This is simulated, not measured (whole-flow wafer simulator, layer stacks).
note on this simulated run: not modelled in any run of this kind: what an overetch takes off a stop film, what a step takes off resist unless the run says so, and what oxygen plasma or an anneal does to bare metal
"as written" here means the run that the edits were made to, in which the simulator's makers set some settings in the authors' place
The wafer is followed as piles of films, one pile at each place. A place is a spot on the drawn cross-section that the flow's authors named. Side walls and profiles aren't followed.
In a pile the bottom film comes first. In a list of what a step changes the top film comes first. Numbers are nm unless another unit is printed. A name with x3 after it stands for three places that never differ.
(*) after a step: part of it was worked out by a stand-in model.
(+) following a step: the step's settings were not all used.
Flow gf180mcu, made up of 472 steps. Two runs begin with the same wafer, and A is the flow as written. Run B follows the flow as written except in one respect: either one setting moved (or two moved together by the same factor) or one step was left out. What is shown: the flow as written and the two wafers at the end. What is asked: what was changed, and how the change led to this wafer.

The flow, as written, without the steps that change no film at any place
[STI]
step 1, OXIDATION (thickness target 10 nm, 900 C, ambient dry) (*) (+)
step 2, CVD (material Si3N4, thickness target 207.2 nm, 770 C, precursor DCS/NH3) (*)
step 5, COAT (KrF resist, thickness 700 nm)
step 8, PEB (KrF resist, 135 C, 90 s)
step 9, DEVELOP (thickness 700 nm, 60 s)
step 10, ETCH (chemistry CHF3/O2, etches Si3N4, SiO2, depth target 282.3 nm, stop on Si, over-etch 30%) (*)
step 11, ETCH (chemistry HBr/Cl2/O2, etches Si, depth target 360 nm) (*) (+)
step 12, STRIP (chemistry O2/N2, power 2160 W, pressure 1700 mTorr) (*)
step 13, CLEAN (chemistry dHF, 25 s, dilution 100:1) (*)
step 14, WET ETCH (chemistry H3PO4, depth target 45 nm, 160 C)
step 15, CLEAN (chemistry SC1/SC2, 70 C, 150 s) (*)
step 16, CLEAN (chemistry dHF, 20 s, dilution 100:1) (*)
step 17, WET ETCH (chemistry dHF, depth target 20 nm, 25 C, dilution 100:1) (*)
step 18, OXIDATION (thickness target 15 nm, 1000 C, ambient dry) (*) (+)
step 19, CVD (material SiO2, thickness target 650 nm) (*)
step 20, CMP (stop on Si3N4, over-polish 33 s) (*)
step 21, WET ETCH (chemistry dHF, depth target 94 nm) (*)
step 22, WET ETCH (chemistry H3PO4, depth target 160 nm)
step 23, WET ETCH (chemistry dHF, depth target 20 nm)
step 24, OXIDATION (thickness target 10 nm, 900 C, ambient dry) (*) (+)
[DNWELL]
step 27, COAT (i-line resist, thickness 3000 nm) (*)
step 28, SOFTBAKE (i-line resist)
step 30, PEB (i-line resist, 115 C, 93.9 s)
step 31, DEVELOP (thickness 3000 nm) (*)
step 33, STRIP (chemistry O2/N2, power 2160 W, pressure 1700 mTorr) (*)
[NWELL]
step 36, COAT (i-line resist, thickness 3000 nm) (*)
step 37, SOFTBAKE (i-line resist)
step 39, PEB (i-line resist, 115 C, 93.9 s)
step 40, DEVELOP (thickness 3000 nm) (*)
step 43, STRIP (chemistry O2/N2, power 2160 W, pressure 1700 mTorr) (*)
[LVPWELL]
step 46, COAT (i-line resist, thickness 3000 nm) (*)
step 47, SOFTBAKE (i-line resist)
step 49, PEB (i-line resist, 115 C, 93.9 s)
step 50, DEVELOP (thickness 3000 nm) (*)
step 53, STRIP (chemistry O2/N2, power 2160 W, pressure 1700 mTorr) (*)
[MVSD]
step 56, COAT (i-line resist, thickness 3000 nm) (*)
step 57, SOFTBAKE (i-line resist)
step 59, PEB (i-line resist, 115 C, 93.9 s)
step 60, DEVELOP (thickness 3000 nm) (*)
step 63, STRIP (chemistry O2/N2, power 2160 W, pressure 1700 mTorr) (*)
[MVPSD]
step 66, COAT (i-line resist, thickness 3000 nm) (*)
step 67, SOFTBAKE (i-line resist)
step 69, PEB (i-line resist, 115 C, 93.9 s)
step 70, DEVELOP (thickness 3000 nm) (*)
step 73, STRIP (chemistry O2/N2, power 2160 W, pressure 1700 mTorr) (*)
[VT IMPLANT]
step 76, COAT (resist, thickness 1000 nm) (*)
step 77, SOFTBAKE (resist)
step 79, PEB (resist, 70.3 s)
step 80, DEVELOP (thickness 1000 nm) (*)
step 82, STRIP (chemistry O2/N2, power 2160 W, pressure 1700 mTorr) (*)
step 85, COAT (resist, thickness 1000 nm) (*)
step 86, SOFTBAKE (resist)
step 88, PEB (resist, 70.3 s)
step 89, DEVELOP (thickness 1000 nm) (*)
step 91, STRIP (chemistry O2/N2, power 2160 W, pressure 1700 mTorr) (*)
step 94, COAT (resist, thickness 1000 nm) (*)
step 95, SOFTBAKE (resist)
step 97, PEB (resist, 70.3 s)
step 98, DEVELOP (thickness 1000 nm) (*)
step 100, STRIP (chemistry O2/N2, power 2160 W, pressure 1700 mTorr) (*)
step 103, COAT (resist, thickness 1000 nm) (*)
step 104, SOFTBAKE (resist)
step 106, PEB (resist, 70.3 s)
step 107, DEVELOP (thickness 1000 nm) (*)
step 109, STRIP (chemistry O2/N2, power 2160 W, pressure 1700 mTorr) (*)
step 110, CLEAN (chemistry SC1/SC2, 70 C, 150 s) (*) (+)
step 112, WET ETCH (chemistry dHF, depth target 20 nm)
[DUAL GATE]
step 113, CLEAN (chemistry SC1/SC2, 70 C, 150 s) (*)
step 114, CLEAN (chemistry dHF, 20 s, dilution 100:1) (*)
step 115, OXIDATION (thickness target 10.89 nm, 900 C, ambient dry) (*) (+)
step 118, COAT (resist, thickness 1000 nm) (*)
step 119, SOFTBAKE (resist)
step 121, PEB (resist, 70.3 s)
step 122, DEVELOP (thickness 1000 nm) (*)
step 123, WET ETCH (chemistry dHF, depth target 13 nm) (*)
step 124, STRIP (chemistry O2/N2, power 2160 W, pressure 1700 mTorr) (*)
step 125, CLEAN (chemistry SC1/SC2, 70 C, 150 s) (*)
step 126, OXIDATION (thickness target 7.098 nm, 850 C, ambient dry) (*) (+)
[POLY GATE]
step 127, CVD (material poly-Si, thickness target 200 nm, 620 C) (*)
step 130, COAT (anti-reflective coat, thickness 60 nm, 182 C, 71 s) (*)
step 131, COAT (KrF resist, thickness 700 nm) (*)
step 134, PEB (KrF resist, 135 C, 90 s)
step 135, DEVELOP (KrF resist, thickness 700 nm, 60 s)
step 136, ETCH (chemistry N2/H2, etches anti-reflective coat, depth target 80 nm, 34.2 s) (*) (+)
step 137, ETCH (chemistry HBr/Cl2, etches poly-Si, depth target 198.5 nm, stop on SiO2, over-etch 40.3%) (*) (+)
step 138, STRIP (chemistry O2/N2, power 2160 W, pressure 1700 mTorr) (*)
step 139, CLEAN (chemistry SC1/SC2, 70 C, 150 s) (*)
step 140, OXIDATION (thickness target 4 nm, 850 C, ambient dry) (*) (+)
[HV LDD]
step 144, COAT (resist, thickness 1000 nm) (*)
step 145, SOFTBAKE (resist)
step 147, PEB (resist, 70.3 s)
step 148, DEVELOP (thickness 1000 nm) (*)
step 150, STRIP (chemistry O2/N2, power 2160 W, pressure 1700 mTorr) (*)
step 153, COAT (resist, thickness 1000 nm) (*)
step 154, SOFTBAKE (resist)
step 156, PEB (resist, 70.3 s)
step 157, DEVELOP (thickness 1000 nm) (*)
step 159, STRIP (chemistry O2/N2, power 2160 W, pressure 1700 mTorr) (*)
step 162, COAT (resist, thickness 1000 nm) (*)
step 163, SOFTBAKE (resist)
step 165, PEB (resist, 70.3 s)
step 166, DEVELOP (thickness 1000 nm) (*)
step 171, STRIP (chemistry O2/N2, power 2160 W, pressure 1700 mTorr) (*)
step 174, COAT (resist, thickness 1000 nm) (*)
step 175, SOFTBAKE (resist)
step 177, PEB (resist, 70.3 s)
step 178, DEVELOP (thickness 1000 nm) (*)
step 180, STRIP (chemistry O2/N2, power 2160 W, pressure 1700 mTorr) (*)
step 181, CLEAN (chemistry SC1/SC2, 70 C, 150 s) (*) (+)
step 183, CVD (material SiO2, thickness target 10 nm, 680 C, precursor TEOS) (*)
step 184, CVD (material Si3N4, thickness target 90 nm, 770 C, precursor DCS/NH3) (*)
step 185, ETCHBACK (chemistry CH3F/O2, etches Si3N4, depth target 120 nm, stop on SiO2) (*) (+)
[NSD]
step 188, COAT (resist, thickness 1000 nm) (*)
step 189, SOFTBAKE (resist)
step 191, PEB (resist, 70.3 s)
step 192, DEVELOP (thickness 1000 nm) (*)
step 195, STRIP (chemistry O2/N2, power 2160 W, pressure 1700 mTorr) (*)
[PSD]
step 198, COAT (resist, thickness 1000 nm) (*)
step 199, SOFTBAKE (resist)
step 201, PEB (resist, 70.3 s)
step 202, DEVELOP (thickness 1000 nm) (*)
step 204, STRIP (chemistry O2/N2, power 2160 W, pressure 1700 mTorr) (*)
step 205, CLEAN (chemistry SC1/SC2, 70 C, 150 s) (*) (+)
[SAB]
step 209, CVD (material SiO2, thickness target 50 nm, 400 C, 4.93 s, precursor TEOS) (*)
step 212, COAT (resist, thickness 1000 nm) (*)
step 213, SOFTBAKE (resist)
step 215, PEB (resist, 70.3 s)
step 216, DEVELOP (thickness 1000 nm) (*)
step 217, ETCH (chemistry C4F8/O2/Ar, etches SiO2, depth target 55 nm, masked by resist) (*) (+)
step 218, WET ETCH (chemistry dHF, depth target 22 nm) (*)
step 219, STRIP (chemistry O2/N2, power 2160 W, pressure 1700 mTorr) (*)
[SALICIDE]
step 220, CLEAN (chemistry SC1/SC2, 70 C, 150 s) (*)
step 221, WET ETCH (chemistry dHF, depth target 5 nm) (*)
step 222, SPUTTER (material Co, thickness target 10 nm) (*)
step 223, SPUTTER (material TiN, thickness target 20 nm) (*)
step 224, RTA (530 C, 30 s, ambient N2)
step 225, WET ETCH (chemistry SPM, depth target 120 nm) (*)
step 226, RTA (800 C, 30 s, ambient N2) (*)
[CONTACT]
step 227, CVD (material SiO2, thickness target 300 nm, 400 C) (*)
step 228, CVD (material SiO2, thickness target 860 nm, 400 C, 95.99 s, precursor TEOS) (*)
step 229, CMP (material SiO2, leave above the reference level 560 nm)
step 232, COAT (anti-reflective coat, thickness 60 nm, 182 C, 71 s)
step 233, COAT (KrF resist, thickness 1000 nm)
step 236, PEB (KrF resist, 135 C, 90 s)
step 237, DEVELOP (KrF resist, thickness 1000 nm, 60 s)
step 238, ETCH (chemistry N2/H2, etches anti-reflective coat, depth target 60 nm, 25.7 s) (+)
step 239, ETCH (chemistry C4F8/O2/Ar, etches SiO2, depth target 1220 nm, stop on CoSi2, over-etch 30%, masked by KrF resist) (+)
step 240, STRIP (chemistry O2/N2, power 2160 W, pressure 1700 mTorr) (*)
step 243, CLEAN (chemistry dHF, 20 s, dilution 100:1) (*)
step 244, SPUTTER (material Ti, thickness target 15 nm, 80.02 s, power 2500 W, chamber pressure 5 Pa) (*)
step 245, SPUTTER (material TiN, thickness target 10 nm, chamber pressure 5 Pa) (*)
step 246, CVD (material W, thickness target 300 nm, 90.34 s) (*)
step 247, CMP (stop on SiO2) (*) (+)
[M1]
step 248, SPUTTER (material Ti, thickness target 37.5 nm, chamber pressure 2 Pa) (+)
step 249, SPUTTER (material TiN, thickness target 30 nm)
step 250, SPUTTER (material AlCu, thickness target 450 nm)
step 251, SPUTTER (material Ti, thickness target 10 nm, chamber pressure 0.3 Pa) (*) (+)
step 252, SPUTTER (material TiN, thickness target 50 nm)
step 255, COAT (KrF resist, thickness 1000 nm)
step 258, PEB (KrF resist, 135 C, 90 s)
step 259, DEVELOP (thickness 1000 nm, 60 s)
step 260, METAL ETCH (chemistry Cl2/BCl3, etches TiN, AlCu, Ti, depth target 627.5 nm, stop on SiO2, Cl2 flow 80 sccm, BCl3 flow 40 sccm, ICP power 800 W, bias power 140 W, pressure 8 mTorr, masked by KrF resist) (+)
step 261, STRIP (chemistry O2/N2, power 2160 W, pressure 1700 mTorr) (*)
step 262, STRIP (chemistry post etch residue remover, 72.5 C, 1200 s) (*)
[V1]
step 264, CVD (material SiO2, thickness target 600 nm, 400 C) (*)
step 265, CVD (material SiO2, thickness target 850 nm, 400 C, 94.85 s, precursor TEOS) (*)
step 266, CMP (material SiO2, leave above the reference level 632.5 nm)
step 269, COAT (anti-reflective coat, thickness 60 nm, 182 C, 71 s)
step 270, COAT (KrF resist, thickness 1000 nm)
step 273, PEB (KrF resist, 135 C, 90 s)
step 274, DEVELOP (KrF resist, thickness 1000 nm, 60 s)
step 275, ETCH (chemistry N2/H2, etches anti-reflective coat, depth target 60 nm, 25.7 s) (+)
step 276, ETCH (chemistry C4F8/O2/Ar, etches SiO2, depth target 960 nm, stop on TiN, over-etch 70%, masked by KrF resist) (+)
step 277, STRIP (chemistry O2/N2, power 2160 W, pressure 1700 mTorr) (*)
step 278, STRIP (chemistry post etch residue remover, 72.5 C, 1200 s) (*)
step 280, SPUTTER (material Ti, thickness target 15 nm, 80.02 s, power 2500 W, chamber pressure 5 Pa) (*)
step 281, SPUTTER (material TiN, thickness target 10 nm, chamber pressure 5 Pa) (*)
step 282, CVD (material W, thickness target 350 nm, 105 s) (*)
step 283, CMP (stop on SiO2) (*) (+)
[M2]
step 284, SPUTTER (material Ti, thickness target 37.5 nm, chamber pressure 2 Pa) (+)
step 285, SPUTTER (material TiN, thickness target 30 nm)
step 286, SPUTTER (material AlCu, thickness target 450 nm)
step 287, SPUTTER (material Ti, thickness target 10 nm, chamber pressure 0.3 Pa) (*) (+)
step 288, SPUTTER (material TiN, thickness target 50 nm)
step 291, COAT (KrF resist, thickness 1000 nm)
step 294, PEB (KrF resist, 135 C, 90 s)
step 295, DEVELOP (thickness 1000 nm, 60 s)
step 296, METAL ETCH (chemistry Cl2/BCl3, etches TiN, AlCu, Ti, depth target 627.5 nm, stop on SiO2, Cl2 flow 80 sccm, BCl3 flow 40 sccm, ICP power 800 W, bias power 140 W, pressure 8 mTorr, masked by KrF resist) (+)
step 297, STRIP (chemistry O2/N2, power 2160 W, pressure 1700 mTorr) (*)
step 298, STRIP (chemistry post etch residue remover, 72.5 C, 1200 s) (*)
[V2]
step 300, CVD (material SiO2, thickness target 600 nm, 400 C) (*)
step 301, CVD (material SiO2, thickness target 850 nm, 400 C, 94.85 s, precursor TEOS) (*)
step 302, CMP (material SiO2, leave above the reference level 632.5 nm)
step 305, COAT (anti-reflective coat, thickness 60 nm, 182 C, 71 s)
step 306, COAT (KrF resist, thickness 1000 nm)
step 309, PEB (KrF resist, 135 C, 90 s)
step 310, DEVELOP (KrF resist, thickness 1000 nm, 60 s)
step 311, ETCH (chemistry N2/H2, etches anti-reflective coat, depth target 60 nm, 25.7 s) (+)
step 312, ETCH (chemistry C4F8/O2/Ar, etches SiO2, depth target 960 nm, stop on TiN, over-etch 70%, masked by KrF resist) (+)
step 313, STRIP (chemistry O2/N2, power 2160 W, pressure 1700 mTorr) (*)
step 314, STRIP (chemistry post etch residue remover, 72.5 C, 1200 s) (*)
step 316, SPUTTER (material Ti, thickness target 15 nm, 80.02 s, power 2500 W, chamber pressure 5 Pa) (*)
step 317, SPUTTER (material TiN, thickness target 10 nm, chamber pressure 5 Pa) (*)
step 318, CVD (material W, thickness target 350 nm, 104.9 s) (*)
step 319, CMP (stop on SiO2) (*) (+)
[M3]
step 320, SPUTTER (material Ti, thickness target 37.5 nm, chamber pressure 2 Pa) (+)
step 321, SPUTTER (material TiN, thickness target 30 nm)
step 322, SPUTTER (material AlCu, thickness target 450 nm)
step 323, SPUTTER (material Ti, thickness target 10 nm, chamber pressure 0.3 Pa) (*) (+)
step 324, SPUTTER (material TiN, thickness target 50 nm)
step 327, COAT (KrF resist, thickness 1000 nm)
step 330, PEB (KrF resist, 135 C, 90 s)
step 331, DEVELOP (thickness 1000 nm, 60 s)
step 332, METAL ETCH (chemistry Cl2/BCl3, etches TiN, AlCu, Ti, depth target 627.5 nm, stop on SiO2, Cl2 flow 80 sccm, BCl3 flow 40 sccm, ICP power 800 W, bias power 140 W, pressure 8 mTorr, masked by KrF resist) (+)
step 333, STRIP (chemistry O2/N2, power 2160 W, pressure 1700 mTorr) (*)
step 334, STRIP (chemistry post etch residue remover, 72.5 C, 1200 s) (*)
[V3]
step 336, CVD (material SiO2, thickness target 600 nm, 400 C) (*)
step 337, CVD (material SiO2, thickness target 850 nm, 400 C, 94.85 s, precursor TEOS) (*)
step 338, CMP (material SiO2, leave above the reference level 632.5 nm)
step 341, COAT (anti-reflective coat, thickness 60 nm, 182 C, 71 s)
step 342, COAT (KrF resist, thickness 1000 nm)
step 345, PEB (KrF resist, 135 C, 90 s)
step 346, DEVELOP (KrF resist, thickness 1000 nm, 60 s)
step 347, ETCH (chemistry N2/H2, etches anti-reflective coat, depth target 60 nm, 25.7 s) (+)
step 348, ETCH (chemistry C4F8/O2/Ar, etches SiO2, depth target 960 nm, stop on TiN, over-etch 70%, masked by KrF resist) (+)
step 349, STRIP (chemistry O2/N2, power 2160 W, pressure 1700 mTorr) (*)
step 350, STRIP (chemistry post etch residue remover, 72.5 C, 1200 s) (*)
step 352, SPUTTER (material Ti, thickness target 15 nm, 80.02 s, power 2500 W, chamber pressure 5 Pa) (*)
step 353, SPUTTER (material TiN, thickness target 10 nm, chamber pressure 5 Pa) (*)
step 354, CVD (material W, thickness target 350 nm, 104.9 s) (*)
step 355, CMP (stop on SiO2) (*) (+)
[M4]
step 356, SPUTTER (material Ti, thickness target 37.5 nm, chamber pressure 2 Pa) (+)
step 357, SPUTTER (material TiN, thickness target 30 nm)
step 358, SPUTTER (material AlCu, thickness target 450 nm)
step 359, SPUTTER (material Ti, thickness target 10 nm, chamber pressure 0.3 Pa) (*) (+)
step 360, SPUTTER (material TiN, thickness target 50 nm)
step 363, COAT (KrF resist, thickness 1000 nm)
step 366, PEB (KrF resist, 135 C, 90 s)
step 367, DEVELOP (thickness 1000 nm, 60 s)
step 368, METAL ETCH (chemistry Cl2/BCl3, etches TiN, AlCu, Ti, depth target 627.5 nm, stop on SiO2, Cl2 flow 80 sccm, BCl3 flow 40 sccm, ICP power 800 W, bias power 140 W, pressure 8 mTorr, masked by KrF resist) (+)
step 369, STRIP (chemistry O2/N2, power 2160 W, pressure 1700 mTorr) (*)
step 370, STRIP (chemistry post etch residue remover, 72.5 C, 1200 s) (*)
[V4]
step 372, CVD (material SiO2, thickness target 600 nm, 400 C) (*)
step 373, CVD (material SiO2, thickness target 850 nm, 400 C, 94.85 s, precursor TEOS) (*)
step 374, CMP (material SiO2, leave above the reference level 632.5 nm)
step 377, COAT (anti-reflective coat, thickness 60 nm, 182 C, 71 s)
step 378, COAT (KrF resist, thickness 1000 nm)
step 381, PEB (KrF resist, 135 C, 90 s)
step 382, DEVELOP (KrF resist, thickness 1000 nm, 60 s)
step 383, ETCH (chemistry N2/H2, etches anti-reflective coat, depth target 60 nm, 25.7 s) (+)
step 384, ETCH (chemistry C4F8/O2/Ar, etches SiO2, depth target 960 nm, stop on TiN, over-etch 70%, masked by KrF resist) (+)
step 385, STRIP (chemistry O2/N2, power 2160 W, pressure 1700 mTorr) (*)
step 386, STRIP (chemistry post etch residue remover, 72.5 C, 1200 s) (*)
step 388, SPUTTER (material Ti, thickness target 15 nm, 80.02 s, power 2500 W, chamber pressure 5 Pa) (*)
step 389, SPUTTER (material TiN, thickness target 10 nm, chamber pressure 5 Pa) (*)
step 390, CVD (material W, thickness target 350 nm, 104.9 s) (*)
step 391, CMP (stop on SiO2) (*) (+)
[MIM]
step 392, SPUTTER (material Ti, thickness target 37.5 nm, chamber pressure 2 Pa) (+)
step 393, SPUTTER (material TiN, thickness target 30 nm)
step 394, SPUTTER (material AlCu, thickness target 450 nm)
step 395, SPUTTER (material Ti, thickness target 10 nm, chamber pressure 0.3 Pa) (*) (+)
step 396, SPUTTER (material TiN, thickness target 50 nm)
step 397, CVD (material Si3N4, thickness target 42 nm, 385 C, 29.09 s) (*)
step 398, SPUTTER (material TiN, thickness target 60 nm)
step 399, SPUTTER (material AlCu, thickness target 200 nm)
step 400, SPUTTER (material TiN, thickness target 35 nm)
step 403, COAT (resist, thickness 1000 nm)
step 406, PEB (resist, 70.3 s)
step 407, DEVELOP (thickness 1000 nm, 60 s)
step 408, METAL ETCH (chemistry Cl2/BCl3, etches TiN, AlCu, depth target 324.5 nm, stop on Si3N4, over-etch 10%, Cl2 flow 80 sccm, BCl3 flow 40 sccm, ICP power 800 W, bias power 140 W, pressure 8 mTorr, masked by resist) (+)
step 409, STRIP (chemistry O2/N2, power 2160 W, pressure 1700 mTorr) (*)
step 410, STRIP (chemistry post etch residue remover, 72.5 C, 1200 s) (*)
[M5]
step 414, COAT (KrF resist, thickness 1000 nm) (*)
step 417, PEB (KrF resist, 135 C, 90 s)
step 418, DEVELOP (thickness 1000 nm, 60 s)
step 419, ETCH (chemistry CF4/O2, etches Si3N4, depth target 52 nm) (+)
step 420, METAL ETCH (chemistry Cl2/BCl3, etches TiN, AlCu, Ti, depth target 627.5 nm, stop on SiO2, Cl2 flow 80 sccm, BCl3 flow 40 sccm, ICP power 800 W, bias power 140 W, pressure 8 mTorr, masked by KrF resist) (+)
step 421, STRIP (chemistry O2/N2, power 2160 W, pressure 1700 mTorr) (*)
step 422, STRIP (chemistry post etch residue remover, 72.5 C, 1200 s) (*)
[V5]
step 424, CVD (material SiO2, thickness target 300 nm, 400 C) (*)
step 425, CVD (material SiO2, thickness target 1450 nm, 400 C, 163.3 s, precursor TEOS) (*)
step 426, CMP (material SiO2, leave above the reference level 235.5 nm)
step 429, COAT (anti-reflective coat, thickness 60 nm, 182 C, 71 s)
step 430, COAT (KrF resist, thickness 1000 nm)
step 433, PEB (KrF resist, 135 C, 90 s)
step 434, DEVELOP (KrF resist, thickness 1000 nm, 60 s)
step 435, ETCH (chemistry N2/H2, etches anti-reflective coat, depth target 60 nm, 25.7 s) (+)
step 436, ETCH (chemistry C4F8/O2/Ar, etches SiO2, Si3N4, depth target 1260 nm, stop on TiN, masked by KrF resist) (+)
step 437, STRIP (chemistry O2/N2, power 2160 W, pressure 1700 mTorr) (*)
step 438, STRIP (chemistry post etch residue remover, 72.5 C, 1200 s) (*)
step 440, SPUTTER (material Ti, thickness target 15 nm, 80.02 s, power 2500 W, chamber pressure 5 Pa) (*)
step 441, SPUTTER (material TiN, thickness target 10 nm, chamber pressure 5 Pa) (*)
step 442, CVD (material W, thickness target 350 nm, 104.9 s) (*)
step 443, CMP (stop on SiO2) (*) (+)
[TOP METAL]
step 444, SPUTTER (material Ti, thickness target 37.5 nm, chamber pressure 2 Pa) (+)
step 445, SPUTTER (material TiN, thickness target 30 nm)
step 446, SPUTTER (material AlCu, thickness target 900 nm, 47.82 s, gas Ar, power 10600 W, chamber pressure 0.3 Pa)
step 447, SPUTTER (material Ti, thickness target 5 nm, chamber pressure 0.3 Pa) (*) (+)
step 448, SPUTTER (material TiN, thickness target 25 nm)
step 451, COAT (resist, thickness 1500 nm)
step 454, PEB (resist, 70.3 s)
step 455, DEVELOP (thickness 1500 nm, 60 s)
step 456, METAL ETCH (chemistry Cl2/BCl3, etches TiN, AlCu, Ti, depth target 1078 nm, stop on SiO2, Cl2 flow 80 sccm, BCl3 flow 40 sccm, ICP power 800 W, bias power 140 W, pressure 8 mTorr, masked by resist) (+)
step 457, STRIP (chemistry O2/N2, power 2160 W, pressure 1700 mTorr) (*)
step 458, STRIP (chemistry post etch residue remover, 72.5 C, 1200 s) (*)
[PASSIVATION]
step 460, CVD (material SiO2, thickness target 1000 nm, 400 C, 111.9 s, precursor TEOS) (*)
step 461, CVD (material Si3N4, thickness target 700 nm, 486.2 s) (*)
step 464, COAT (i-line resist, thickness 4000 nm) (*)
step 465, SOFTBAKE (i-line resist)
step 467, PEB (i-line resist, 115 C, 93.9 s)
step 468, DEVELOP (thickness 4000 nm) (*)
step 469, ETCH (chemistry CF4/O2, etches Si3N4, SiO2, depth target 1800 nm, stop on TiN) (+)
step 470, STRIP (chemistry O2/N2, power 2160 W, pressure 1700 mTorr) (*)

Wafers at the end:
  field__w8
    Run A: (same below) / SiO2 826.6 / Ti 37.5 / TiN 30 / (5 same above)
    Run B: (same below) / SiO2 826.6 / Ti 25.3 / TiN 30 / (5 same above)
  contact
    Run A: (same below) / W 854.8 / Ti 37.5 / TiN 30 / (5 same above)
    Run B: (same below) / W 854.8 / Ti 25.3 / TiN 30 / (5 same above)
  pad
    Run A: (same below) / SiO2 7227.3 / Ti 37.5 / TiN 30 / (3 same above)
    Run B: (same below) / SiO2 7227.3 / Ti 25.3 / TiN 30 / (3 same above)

Cause: step 444, SPUTTER: thickness target 25.3 nm was run, though the flow has thickness target 37.5 nm.
One can read it off the wafer: field__w8 has Ti 25.3, and step 444 as written asks for 37.5 nm.

The path from the change to this, step by step:
  step 444, SPUTTER (material Ti, thickness target 37.5 nm, chamber pressure 2 Pa) (+)
      field, field__w1, field__w2 and 109 more: A Ti gains 37.5 (new film) | B Ti gains 25.3 (new film)
  step 456, METAL ETCH (chemistry Cl2/BCl3, etches TiN, AlCu, Ti, depth target 1078 nm, stop on SiO2, Cl2 flow 80 sccm, BCl3 flow 40 sccm, ICP power 800 W, bias power 140 W, pressure 8 mTorr, masked by resist) (+)
      field, field__w1, field__w2 and 103 more: A TiN loses 25 (all of it), Ti loses 5 (all of it), AlCu loses 900 (all of it), TiN loses 30 (all of it), Ti loses 37.5 (all of it) | B TiN loses 25 (all of it), Ti loses 5 (all of it), AlCu loses 900 (all of it), TiN loses 30 (all of it), Ti loses 25.3 (all of it)
